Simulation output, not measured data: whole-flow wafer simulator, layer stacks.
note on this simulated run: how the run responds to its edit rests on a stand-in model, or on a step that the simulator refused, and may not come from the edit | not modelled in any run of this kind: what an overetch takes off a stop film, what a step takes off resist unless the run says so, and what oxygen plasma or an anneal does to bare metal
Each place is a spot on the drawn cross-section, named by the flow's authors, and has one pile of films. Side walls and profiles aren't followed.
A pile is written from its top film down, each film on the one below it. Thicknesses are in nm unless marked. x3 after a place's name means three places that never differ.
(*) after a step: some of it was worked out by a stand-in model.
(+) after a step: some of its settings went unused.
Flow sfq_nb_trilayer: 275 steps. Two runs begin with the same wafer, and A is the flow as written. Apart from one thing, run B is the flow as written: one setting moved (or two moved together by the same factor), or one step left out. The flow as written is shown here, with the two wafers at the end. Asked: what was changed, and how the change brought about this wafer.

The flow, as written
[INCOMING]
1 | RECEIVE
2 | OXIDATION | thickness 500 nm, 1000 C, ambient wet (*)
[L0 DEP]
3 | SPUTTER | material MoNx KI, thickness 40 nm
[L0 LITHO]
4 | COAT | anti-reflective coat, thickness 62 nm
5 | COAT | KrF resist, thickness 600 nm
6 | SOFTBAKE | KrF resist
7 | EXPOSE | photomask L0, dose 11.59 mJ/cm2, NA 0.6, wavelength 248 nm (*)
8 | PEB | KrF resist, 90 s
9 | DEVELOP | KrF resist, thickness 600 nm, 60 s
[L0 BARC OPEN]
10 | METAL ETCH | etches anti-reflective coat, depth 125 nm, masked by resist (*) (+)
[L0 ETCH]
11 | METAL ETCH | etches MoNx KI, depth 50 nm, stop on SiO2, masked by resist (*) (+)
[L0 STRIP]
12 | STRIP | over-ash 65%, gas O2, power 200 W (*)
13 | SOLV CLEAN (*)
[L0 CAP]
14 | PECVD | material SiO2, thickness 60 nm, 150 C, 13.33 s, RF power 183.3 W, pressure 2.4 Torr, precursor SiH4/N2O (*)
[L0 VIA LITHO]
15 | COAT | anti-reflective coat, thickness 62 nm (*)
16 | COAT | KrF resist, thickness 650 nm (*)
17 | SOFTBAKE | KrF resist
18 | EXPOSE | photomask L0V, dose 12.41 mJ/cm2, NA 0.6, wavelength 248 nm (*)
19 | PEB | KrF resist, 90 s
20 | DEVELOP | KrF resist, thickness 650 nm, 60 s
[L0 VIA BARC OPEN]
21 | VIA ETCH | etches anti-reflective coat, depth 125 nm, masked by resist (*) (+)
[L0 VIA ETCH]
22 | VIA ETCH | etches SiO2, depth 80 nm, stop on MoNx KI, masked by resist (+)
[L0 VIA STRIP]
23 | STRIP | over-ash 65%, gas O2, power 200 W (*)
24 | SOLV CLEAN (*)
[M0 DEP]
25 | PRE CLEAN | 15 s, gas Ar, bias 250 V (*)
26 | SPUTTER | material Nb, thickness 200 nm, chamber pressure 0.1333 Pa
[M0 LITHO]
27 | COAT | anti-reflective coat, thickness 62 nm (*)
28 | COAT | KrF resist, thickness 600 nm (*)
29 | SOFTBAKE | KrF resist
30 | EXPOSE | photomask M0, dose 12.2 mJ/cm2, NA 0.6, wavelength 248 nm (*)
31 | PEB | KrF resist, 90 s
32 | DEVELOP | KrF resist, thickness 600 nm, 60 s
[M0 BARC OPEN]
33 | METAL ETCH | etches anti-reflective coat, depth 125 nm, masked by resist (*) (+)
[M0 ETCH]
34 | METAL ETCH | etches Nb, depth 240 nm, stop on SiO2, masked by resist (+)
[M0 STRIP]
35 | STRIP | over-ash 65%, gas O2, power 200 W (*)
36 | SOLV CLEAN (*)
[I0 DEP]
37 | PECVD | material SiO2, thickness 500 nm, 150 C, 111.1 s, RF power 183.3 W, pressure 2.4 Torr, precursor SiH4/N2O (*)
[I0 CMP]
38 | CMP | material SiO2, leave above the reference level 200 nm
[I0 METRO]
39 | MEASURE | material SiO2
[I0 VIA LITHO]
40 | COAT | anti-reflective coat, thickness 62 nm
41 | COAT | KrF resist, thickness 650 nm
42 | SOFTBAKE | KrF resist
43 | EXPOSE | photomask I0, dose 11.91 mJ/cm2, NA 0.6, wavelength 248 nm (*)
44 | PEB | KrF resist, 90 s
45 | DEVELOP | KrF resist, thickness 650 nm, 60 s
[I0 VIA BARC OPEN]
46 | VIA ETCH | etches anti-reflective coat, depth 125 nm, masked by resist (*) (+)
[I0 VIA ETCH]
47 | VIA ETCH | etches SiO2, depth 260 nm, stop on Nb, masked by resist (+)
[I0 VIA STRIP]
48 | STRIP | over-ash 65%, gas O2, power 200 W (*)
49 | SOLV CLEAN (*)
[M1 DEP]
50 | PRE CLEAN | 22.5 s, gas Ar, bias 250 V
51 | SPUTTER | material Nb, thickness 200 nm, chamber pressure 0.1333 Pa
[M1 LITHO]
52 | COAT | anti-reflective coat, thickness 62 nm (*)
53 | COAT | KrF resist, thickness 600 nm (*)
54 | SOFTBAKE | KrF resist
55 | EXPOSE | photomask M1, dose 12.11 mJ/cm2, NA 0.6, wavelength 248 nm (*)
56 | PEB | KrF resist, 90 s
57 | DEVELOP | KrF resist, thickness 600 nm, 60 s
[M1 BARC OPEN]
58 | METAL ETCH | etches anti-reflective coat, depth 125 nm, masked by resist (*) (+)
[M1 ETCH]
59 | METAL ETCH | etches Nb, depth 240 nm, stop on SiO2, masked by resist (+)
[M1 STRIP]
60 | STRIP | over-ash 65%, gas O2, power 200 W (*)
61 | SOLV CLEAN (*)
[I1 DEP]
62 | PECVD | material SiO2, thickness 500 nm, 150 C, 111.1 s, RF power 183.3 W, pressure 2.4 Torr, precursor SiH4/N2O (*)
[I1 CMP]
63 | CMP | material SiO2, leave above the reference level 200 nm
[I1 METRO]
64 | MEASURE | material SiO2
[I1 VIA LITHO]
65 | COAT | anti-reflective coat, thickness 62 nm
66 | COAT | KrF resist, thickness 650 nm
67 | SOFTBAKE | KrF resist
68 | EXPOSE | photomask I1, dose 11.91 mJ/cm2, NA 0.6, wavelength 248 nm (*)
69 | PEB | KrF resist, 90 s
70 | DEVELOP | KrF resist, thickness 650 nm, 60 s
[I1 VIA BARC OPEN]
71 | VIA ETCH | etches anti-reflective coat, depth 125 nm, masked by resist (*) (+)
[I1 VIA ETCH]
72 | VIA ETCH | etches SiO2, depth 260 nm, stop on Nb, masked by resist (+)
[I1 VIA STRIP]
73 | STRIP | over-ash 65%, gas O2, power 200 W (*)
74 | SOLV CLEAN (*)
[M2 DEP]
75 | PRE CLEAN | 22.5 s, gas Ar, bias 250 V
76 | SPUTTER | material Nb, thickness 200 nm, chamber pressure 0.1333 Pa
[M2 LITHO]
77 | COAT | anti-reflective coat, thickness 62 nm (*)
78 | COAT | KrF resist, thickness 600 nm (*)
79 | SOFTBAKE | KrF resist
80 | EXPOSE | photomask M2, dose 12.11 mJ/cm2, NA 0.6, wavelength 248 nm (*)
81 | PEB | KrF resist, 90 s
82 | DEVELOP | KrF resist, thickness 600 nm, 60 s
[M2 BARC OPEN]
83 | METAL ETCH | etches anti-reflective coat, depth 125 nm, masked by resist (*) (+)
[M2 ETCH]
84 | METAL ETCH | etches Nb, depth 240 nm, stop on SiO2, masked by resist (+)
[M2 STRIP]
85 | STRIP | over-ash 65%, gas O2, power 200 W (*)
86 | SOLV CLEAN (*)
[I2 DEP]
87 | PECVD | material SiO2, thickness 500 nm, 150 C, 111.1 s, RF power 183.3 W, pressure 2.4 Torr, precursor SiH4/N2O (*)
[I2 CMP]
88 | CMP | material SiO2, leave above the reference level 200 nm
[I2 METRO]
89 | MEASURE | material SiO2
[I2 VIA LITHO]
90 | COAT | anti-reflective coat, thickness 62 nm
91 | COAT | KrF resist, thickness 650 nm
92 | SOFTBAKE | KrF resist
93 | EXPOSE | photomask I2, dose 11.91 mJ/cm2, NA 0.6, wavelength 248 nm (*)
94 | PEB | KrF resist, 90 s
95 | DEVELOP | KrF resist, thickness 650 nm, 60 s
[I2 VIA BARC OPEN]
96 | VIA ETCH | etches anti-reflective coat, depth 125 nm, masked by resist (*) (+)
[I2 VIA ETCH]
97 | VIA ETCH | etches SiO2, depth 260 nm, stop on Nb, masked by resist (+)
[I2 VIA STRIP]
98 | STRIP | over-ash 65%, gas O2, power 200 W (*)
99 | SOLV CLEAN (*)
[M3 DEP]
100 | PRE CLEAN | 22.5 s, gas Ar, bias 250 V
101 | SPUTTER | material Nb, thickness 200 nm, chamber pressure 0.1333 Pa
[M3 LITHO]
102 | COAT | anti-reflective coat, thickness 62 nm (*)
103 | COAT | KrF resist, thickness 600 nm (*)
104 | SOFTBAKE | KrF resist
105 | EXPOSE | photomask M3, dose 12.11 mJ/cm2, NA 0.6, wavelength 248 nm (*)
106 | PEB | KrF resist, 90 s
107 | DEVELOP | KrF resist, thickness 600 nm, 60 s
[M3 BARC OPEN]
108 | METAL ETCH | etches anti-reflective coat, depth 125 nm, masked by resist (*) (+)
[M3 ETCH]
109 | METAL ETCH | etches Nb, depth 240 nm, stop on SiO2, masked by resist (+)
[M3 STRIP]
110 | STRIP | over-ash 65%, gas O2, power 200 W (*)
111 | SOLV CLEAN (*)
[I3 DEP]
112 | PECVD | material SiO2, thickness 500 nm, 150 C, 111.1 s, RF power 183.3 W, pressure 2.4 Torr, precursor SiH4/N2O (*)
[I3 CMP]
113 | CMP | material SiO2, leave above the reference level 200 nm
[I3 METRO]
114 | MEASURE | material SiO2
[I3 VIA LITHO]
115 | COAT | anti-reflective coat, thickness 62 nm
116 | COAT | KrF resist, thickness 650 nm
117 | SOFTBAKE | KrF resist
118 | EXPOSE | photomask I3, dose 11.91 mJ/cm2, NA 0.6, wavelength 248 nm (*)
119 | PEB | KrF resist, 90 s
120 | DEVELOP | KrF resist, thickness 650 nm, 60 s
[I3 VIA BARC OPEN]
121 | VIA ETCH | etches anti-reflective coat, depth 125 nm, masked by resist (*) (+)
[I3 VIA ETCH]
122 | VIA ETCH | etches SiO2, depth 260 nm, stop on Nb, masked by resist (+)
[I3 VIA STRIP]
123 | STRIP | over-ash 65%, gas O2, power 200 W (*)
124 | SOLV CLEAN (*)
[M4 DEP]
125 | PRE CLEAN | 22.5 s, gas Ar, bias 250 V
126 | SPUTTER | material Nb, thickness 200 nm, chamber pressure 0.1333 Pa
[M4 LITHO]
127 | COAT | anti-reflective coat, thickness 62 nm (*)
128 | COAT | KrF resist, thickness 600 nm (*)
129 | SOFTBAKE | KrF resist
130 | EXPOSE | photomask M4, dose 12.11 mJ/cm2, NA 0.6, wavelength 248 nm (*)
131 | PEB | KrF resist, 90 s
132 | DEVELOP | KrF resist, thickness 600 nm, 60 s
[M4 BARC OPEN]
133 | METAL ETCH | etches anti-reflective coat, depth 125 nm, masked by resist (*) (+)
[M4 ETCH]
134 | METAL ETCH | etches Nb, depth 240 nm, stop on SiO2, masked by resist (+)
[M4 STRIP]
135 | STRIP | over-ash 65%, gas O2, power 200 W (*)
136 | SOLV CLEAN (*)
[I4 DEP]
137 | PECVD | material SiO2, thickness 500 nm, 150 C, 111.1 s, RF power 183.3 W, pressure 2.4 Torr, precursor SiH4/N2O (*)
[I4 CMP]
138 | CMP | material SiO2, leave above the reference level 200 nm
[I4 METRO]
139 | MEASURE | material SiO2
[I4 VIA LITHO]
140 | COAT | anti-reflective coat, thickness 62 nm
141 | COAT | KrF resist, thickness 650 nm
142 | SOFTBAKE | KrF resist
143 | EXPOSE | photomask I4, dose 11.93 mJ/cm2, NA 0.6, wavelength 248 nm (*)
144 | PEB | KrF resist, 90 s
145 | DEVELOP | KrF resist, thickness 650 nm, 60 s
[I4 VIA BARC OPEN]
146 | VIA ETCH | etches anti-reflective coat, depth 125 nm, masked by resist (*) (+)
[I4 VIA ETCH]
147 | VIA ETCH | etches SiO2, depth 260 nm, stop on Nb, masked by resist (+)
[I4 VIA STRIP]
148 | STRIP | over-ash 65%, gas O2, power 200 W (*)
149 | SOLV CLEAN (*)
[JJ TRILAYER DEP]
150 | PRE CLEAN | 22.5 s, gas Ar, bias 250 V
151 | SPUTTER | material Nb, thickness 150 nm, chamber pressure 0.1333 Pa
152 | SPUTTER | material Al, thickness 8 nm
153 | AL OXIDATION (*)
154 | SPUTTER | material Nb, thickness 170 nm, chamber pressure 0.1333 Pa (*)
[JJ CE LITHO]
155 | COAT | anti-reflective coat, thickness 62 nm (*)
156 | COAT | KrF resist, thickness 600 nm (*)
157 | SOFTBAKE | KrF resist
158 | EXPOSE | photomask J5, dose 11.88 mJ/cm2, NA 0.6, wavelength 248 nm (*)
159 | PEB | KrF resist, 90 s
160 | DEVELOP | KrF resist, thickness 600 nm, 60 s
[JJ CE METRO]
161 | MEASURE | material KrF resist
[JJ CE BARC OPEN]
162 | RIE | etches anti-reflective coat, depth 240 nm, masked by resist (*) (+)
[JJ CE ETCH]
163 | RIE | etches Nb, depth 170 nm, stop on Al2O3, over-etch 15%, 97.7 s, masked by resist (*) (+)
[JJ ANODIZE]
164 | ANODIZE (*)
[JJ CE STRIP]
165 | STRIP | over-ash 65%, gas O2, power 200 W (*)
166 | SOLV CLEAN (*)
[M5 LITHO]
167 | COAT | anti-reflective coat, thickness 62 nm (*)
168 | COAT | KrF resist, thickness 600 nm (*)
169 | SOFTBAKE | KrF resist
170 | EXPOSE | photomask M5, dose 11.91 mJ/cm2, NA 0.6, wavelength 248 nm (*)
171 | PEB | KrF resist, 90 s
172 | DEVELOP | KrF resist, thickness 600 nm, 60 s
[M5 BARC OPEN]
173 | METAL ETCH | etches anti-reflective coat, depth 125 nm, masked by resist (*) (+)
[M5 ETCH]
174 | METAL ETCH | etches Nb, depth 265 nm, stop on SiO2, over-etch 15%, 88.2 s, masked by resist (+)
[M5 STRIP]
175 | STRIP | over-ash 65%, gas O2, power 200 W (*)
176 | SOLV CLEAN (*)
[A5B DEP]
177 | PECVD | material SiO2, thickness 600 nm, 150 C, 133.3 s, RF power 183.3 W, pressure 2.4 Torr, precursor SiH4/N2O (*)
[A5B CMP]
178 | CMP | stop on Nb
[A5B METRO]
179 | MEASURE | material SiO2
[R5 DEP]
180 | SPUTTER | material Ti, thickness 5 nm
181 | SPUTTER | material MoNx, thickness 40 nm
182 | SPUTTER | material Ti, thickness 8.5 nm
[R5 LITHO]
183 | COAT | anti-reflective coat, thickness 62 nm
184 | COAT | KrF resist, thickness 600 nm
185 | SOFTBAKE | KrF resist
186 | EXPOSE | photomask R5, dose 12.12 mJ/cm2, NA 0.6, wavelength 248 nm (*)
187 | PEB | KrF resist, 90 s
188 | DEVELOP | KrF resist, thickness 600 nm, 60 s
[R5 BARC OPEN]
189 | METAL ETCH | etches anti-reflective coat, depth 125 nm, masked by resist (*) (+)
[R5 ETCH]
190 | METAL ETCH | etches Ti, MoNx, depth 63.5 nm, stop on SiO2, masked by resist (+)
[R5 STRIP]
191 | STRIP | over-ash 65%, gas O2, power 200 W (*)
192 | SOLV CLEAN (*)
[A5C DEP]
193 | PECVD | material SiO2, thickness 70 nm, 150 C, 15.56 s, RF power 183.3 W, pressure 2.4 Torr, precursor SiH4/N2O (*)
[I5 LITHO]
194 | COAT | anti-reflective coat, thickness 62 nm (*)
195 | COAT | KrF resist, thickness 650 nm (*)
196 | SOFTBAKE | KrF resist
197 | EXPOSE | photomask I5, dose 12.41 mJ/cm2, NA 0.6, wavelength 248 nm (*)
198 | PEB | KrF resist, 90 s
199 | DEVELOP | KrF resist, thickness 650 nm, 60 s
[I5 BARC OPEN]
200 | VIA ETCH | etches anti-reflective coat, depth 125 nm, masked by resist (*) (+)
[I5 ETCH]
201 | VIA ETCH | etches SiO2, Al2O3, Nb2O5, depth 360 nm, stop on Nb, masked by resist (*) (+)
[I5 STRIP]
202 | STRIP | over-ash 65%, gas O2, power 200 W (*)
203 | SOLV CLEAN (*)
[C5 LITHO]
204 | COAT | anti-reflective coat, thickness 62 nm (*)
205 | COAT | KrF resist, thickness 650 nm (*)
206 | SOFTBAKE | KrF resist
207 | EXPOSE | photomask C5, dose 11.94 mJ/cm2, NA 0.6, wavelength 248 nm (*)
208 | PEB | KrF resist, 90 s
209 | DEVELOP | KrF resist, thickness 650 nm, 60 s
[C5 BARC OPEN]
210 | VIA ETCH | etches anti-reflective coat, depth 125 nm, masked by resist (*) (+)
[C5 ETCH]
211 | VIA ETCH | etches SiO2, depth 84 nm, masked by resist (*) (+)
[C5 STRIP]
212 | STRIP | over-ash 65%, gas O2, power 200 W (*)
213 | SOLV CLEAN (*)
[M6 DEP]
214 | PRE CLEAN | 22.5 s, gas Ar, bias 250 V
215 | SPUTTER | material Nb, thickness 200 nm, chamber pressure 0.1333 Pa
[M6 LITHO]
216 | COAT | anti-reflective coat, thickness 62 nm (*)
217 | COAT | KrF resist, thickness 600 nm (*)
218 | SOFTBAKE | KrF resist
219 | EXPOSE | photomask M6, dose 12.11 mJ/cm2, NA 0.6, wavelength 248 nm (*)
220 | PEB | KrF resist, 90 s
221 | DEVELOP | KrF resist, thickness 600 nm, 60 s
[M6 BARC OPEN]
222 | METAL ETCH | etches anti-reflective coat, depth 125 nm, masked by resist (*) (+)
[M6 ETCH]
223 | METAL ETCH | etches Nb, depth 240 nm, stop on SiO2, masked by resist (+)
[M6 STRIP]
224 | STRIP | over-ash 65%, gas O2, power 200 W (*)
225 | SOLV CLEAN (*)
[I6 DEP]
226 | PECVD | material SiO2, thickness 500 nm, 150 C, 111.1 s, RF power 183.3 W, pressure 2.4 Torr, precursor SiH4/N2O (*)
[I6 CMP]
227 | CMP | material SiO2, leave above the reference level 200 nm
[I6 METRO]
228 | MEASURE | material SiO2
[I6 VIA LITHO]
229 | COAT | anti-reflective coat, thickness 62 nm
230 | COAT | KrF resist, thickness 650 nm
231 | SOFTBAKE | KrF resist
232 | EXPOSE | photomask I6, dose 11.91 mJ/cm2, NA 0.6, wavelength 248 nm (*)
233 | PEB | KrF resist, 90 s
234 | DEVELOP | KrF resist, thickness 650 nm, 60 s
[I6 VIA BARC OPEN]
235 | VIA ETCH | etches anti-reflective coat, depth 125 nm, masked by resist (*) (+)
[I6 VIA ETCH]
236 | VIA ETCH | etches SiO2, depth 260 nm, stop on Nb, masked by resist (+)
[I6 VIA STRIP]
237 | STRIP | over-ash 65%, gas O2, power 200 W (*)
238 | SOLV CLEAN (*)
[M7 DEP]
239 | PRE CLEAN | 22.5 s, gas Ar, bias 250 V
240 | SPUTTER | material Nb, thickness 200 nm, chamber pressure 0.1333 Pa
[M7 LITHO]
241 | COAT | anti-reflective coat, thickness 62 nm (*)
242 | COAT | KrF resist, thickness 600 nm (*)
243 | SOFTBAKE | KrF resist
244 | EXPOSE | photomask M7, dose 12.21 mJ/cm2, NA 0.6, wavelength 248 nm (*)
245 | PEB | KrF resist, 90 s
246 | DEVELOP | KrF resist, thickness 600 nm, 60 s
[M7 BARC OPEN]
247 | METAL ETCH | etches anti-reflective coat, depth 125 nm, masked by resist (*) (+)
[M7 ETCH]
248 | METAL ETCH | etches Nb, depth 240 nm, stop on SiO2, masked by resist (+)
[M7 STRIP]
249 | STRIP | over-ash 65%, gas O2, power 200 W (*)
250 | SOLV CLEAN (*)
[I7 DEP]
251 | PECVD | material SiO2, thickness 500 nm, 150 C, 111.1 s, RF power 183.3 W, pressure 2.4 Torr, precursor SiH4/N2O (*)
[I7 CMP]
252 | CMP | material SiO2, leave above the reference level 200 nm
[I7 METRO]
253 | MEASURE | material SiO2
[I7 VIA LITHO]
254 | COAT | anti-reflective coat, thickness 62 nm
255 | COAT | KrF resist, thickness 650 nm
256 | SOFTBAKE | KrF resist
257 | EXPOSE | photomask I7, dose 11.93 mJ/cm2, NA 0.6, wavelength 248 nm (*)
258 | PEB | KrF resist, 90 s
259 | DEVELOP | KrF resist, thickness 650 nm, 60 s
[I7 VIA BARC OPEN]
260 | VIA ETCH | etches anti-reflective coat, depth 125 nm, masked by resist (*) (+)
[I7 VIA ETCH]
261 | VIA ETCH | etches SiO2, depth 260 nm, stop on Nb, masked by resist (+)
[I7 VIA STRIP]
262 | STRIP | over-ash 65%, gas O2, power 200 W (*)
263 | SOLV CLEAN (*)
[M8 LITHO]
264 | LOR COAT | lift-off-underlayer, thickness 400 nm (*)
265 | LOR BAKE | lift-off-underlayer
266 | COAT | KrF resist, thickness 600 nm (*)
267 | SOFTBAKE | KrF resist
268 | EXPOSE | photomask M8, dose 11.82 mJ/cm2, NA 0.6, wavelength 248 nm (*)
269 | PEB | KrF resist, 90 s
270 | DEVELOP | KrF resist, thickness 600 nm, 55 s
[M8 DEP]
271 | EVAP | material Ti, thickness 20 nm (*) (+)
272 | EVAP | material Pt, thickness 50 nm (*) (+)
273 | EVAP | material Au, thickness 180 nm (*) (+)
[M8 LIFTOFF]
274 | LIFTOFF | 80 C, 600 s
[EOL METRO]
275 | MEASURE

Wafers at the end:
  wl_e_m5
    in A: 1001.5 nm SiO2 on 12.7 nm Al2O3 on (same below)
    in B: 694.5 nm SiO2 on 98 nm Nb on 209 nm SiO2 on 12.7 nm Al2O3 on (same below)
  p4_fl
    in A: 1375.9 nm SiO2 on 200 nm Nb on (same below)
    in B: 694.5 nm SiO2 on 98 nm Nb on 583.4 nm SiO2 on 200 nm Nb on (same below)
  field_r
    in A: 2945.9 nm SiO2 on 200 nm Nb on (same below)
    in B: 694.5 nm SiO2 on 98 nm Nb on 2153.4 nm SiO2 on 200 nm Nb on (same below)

What caused this: step 223, METAL ETCH: depth 102 nm was run, while the flow as written has depth 240 nm.

The path from the change to this, step by step:
  223 | METAL ETCH | etches Nb, depth 240 nm, stop on SiO2, masked by resist (+)
      field_l, gap, moat and 76 more: A -200 Nb (all of it) | B -102 Nb
      v_sur, via_wl, via_w and 24 more: A -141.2 KrF resist | B -60 KrF resist
  224 | STRIP | over-ash 65%, gas O2, power 200 W (*)
      wl_j_sl, wl_j_sr: A -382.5 KrF resist (all of it), -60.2 anti-reflective coat (all of it) | B -463.7 KrF resist (all of it), -60.2 anti-reflective coat (all of it)
      m6r_line_l x2: A -382.4 KrF resist (all of it), -62 anti-reflective coat (all of it) | B -463.6 KrF resist (all of it), -62 anti-reflective coat (all of it)
      (also at 23 further places)
  226 | PECVD | material SiO2, thickness 500 nm, 150 C, 111.1 s, RF power 183.3 W, pressure 2.4 Torr, precursor SiH4/N2O (*)
      field_l, p4_fl, p4_fm and 62 more: A +500 SiO2 | B +500 SiO2 (new film)
      moat, field_r, lsp_l, ln_m5, lsp_m: A +493.6 SiO2 | B +500 SiO2 (new film)
      (also at 9 further places)
  227 | CMP | material SiO2, leave above the reference level 200 nm
      field_l, p4_fl, p4_fm and 59 more: A -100 SiO2 | B -198 SiO2
      moat, field_r, lsp_l, ln_m5, lsp_m: A -93.6 SiO2 | B -198 SiO2
      (also at 12 further places)
With metal films that touch counted as one body, wl_e_m5 has 7 bodies (between them, from the top down: SiO2 209 / Al2O3 12.7 / Nb2O5 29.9; SiO2 192.5; SiO2 192.5; SiO2 192.5; SiO2 192.5; SiO2 192.5); the flow as written gives 6 bodies (between them, from the top down: SiO2 192.5; SiO2 192.5; SiO2 192.5; SiO2 192.5; SiO2 192.5).
With metal films that touch counted as one body, p4_fl has 3 bodies (between them, from the top down: SiO2 583.4; SiO2 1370); the flow as written gives 2 bodies (between them, from the top down: SiO2 1370).
With metal films that touch counted as one body, field_r has 2 bodies (between them, from the top down: SiO2 2153.4); the flow as written gives 1 body.
